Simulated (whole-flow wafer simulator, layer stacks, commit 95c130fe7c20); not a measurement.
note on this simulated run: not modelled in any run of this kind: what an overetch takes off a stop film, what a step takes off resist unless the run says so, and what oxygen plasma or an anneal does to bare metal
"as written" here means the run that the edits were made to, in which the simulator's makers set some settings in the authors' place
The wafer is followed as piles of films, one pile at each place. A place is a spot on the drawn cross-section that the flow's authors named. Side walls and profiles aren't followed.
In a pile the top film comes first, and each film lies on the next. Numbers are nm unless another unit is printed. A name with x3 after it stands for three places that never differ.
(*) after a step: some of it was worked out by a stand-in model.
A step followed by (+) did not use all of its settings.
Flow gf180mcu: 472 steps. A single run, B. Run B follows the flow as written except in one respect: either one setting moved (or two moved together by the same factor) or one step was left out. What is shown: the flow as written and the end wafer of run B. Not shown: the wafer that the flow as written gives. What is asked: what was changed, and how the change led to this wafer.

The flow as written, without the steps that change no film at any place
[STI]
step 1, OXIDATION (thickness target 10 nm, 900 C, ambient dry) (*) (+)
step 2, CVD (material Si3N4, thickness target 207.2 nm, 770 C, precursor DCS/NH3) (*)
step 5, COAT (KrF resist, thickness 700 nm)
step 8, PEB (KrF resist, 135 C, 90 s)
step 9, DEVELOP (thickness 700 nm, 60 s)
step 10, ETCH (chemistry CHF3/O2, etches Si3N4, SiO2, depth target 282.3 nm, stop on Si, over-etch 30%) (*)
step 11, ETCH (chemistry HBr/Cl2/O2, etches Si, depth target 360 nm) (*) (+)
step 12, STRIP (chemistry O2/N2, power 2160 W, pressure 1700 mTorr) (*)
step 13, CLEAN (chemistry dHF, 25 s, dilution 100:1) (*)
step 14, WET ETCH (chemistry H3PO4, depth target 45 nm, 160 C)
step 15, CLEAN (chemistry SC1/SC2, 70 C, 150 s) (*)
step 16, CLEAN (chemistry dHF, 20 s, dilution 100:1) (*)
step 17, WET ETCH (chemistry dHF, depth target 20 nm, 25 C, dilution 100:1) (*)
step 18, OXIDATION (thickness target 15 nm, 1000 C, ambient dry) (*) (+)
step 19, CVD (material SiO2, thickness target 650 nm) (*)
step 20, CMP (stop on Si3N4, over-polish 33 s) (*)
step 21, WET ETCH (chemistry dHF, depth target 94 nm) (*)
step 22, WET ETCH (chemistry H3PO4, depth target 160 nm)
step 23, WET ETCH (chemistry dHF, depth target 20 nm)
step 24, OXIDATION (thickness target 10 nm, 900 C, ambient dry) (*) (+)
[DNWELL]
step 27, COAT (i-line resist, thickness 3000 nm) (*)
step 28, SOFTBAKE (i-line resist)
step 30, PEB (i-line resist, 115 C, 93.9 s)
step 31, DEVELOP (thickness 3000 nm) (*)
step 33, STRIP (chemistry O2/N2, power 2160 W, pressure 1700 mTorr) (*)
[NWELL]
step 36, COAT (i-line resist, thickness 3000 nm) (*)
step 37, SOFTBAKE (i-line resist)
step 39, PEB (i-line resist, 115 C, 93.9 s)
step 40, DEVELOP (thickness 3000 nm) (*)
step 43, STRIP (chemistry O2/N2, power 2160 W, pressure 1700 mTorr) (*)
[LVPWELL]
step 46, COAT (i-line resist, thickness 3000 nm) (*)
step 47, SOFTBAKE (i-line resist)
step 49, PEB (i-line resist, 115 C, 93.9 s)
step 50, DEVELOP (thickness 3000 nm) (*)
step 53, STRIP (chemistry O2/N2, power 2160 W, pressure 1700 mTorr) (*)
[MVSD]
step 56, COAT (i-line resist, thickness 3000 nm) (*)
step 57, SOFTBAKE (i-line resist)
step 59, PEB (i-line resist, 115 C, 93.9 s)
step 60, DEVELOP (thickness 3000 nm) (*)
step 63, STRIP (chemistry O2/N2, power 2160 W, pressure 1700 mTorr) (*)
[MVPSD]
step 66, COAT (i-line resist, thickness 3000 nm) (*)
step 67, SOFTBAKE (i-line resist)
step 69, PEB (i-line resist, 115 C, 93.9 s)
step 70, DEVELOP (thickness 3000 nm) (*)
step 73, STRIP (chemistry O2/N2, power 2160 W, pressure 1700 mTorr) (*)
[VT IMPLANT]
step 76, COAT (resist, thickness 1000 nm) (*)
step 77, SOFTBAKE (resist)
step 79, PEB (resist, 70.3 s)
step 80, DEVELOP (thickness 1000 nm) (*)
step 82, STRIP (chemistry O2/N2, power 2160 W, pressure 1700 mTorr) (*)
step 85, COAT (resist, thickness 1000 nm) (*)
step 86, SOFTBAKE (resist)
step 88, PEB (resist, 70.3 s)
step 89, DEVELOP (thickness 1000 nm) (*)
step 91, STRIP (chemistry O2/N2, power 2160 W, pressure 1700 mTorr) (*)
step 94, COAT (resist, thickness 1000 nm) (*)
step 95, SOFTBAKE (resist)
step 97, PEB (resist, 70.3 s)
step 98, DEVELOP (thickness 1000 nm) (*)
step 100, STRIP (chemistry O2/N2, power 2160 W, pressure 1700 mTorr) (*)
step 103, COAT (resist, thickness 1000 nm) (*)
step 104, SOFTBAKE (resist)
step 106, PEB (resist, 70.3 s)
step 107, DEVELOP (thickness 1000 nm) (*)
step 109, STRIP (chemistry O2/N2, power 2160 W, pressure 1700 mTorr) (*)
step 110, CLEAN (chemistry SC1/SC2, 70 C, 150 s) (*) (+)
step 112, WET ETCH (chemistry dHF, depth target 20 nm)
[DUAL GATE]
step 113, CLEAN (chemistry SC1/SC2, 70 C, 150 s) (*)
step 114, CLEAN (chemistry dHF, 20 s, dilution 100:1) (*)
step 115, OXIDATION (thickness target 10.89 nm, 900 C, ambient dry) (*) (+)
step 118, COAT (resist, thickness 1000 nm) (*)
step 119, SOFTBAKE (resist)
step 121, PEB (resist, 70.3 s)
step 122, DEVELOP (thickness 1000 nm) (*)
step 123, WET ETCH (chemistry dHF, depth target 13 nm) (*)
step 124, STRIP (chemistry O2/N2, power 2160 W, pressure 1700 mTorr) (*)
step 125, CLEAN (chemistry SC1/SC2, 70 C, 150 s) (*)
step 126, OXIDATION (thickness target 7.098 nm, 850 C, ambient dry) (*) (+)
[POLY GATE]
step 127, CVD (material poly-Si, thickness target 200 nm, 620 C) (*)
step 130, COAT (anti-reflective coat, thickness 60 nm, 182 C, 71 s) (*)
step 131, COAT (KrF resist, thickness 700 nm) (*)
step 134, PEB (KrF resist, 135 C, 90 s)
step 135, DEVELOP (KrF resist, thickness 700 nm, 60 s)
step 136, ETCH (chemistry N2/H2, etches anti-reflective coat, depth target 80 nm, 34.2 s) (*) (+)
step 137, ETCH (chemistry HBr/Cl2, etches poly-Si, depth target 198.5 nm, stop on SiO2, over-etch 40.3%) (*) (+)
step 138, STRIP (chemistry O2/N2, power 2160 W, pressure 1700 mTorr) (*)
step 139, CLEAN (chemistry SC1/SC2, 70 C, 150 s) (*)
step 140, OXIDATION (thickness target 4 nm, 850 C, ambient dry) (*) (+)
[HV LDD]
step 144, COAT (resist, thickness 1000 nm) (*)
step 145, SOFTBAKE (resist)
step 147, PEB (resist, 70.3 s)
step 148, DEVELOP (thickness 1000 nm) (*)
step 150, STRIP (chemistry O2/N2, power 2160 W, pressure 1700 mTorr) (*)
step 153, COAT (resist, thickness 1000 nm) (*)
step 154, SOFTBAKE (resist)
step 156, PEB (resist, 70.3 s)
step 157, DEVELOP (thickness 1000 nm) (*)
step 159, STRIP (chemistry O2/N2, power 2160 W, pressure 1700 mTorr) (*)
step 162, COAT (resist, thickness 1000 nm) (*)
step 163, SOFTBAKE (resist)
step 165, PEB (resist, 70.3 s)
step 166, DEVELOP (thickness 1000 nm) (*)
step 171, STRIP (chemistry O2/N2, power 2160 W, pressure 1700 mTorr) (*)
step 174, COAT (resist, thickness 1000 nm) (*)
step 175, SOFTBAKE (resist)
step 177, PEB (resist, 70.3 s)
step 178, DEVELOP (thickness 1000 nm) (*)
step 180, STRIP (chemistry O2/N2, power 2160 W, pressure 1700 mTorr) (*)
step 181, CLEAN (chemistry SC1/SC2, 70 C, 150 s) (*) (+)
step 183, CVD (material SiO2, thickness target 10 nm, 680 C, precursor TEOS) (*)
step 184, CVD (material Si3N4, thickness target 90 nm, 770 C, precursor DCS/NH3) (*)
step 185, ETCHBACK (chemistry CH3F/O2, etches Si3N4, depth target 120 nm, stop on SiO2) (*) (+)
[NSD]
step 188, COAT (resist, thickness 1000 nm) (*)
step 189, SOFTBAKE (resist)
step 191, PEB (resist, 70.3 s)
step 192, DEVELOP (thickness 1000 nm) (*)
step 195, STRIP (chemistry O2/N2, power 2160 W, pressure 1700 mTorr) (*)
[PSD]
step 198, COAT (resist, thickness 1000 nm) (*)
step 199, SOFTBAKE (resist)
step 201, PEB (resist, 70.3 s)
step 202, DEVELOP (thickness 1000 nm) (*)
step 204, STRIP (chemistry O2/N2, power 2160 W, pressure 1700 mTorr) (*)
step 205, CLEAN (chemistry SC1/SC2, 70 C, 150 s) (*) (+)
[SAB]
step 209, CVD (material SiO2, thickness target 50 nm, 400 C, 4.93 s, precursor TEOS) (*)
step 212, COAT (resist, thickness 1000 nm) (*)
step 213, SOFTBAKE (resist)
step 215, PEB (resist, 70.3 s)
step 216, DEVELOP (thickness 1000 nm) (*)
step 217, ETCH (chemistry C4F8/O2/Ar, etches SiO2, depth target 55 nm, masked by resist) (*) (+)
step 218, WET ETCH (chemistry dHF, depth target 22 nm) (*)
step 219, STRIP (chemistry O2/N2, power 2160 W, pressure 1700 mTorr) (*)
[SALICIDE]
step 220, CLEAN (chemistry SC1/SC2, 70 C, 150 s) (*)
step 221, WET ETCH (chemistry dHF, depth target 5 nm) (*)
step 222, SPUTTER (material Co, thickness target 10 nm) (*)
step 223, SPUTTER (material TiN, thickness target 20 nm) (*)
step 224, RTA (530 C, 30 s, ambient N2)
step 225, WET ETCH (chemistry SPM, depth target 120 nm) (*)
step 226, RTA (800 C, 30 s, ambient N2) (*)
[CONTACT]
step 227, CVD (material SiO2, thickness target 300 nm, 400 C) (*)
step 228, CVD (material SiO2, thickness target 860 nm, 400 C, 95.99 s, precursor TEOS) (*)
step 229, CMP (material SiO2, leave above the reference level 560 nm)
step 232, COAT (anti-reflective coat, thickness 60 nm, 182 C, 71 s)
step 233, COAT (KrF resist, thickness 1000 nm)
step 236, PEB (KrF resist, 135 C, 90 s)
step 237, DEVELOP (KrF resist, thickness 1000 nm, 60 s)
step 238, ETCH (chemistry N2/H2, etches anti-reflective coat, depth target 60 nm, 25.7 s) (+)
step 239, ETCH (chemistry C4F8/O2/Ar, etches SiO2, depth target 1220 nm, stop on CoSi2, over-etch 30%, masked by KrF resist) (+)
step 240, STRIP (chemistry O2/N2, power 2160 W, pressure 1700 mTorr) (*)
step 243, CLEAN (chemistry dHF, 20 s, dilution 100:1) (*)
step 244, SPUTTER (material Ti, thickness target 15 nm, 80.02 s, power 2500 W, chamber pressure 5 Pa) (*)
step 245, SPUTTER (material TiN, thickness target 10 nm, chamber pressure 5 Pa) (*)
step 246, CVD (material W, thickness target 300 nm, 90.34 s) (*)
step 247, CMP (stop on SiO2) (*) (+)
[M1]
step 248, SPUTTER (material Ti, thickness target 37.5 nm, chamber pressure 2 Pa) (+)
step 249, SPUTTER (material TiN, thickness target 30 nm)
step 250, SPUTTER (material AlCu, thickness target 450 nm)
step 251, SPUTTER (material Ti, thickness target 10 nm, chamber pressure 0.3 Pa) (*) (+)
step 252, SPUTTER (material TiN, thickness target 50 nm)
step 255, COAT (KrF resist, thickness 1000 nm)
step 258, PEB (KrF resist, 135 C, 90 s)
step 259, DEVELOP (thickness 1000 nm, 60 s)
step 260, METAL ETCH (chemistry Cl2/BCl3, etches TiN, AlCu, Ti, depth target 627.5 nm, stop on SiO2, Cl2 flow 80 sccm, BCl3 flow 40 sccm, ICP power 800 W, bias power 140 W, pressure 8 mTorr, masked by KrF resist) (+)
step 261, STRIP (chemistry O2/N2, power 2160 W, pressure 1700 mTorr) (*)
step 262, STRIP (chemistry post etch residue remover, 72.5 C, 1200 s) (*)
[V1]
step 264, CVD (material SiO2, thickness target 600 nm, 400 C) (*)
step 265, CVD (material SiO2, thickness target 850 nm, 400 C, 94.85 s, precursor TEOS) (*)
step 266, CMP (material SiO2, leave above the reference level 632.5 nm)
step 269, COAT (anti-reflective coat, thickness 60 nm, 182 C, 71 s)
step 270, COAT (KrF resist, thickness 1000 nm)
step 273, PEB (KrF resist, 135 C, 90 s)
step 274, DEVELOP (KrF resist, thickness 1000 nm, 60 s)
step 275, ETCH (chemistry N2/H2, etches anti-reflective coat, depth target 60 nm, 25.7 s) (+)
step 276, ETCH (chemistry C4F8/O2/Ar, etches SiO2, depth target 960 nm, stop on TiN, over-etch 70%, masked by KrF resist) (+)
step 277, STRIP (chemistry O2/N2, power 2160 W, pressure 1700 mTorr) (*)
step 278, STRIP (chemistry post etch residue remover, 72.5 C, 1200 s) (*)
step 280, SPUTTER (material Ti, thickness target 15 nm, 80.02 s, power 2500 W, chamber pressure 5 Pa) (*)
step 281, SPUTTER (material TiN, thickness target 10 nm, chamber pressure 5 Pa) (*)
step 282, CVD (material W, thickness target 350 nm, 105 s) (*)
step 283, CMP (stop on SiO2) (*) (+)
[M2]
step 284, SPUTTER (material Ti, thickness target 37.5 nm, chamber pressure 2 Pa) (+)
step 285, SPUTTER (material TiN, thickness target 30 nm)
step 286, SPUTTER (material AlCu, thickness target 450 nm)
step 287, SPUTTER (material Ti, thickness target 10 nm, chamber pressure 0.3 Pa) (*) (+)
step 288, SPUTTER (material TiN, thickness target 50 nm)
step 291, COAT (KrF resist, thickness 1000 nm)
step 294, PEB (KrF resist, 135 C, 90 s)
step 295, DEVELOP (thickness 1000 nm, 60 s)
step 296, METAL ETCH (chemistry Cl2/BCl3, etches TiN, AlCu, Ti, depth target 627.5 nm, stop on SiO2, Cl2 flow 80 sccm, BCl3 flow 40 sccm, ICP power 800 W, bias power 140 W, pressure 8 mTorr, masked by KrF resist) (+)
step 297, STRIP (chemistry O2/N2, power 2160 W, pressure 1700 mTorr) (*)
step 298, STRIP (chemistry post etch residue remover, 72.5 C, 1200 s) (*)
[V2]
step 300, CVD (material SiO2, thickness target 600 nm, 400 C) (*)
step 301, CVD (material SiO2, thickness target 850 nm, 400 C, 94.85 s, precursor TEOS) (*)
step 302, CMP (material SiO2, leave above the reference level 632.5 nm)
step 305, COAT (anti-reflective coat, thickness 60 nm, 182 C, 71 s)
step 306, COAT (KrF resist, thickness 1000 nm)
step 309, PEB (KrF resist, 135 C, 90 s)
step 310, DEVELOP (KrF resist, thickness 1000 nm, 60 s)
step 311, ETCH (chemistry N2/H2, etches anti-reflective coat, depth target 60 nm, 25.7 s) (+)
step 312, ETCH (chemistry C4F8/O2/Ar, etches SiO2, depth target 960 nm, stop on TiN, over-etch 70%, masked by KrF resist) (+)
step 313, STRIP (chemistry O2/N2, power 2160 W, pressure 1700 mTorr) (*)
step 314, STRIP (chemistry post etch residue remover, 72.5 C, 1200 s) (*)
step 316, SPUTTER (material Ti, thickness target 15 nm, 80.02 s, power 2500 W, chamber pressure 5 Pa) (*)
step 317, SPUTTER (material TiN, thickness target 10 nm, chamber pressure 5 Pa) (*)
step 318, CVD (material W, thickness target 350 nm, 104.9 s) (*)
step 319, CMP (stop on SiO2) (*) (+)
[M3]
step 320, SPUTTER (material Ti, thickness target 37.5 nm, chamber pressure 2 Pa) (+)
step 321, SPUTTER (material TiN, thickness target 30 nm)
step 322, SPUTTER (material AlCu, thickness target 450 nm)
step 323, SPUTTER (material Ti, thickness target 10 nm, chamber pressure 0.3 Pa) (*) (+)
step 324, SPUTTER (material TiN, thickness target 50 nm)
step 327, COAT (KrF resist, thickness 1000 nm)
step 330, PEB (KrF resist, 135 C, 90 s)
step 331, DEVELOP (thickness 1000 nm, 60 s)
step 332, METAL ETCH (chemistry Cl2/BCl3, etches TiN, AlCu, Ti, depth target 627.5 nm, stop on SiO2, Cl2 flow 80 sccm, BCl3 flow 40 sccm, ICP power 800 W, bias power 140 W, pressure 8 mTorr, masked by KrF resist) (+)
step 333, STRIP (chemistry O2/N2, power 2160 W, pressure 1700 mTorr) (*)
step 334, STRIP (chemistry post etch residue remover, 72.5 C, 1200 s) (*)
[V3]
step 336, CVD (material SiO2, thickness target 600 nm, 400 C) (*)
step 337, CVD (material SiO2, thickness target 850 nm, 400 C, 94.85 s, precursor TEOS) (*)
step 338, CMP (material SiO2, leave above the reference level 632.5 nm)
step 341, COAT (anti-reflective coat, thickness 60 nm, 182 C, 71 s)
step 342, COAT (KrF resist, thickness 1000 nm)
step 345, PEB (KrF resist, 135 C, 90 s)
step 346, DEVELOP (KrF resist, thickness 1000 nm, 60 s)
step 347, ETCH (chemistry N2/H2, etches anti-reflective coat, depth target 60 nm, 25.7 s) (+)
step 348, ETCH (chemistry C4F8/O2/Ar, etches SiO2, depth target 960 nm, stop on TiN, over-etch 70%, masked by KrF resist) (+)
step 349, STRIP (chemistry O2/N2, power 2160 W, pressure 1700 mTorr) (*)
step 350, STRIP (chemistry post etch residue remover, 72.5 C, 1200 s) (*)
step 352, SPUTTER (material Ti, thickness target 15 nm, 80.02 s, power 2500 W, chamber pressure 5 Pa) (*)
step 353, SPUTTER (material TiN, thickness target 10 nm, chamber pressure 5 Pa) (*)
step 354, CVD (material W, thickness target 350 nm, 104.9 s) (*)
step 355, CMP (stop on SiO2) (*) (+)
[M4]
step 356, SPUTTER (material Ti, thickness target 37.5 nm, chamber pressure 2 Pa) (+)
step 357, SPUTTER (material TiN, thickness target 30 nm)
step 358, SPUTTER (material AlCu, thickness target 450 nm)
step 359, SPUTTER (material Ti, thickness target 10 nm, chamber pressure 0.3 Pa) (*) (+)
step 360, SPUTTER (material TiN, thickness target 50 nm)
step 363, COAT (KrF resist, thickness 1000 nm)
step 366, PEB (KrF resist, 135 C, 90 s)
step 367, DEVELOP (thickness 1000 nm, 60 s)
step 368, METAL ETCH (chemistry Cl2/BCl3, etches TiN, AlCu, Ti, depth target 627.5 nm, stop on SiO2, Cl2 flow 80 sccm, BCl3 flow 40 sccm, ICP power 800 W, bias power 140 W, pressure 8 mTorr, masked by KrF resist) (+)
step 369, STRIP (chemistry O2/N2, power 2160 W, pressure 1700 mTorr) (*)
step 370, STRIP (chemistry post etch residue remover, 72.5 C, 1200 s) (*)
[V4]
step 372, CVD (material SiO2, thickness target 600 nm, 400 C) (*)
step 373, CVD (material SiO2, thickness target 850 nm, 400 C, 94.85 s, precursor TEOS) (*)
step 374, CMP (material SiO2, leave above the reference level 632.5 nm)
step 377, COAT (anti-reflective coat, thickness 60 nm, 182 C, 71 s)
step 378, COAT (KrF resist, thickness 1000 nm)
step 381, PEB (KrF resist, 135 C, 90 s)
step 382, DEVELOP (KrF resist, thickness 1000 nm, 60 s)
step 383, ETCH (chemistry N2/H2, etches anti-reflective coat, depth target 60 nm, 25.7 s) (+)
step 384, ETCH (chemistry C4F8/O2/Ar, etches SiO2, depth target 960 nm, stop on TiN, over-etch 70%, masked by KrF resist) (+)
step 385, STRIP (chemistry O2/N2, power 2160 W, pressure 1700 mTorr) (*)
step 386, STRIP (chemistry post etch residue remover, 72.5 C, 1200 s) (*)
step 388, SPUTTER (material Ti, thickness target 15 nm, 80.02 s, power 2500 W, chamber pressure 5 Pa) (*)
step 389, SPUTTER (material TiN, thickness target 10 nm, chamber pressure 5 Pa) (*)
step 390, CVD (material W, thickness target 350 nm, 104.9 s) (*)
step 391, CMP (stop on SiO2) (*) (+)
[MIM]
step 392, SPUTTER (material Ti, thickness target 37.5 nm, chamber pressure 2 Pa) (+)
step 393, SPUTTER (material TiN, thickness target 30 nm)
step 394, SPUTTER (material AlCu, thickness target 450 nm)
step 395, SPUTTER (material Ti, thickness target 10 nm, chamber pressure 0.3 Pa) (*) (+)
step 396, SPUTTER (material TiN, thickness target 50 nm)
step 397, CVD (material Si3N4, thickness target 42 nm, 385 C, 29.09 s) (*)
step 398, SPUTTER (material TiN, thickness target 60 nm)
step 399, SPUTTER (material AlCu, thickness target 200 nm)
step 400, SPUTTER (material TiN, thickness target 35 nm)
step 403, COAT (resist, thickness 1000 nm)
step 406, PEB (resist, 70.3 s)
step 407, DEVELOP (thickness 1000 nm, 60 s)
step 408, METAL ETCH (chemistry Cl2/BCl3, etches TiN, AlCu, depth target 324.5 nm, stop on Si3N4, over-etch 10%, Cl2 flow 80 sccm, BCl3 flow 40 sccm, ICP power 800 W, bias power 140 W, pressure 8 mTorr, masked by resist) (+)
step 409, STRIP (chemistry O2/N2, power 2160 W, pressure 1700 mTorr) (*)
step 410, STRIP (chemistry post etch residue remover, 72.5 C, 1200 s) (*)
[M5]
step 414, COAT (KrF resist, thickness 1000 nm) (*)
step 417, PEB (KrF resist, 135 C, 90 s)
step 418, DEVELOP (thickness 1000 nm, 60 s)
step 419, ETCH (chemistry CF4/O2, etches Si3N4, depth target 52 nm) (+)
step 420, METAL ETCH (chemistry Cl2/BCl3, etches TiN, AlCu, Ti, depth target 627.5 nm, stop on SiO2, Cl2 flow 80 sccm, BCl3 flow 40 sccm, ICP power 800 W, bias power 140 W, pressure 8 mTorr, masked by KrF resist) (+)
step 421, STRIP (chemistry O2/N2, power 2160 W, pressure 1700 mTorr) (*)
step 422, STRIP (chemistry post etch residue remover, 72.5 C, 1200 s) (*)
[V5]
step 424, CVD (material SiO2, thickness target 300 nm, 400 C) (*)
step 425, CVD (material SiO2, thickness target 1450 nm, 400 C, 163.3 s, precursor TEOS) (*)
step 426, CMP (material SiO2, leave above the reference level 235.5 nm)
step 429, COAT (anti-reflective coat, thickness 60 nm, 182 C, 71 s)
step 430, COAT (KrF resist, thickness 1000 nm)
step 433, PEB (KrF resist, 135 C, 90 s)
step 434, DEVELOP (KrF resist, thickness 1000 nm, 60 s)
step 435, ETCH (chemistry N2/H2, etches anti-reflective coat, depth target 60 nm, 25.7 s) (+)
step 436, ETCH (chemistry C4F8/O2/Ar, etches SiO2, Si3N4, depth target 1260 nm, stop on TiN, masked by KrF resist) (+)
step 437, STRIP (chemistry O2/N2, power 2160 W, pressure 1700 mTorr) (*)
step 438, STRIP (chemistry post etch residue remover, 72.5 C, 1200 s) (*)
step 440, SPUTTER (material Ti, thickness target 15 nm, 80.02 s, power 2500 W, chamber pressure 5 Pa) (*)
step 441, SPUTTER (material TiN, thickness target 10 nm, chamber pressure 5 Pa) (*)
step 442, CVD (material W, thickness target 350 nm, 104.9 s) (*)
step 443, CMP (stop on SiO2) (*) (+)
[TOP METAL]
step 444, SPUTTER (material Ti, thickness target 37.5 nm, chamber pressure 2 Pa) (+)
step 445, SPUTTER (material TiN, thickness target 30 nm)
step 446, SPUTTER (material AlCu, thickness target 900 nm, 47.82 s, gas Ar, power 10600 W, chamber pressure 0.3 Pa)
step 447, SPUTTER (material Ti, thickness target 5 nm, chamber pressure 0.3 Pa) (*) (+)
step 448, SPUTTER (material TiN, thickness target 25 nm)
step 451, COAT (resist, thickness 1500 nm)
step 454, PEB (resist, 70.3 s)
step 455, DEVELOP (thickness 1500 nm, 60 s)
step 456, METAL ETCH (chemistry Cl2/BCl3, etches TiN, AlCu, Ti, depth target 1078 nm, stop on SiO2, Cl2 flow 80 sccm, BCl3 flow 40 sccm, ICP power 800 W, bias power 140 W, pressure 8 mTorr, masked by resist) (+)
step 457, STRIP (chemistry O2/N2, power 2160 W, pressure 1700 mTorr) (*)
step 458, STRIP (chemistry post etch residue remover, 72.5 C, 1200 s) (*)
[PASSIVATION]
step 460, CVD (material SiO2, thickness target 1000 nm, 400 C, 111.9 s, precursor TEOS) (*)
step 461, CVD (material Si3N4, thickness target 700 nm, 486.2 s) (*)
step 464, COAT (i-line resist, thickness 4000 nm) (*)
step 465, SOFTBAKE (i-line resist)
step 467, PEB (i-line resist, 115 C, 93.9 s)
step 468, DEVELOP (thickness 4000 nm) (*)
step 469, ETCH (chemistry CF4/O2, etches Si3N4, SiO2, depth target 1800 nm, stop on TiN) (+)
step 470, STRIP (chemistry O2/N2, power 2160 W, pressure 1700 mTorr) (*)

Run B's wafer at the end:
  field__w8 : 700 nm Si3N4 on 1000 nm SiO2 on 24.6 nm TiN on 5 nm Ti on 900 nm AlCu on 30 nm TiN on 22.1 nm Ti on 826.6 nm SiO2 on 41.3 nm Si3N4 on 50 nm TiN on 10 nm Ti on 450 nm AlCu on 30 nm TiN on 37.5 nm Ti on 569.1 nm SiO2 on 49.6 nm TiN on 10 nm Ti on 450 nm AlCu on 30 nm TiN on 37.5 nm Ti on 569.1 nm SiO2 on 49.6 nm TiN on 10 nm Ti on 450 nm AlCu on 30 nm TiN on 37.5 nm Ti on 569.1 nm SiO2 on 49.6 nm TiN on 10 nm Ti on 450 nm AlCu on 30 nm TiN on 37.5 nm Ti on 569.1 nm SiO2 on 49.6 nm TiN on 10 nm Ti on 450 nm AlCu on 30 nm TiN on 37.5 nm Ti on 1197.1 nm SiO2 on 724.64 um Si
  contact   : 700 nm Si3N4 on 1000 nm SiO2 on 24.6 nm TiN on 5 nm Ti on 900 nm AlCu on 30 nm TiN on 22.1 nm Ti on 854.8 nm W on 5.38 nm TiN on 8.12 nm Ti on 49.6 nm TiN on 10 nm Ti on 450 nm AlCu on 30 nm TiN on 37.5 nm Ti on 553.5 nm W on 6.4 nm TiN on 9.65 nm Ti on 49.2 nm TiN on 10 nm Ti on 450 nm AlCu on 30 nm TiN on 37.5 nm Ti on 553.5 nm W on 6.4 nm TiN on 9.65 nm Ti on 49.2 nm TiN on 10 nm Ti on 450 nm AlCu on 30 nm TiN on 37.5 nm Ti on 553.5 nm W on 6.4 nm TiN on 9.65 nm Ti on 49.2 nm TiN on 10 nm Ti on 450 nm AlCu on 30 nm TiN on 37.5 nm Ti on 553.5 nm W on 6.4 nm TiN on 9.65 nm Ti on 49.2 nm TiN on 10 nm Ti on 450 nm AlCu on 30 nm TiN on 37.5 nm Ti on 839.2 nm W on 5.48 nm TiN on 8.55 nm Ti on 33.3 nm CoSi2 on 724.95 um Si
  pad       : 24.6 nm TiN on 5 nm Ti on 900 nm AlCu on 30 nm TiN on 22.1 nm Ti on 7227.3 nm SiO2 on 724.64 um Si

The reason: step 444, SPUTTER: thickness target 22.1 nm was run, though the flow has thickness target 37.5 nm.
The wafer lets one read it off: field__w8 has Ti 22.1, and step 444 as written asks for 37.5 nm.

The path from the change to this, step by step:
  step 444, SPUTTER (material Ti, thickness target 37.5 nm, chamber pressure 2 Pa) (+)
      field, field__w1, field__w2 and 109 more: Ti gains 22.1 (new film) (in the flow as written it would be: Ti gains 37.5 (new film))
  step 456, METAL ETCH (chemistry Cl2/BCl3, etches TiN, AlCu, Ti, depth target 1078 nm, stop on SiO2, Cl2 flow 80 sccm, BCl3 flow 40 sccm, ICP power 800 W, bias power 140 W, pressure 8 mTorr, masked by resist) (+)
      field, field__w1, field__w2 and 103 more: TiN loses 25 (all of it), Ti loses 5 (all of it), AlCu loses 900 (all of it), TiN loses 30 (all of it), Ti loses 22.1 (all of it) (in the flow as written it would be: TiN loses 25 (all of it), Ti loses 5 (all of it), AlCu loses 900 (all of it), TiN loses 30 (all of it), Ti loses 37.5 (all of it))
  step 465, SOFTBAKE (i-line resist)
      ld_acc_p, ld_fp_p, ld_drift_p: i-line resist gains 33 (in the flow as written it would be: i-line resist gains 33.8)
      field__w2, field_sub__w4: i-line resist gains 32.6 (in the flow as written it would be: i-line resist gains 33.4)
      (as well as at 58 more places)
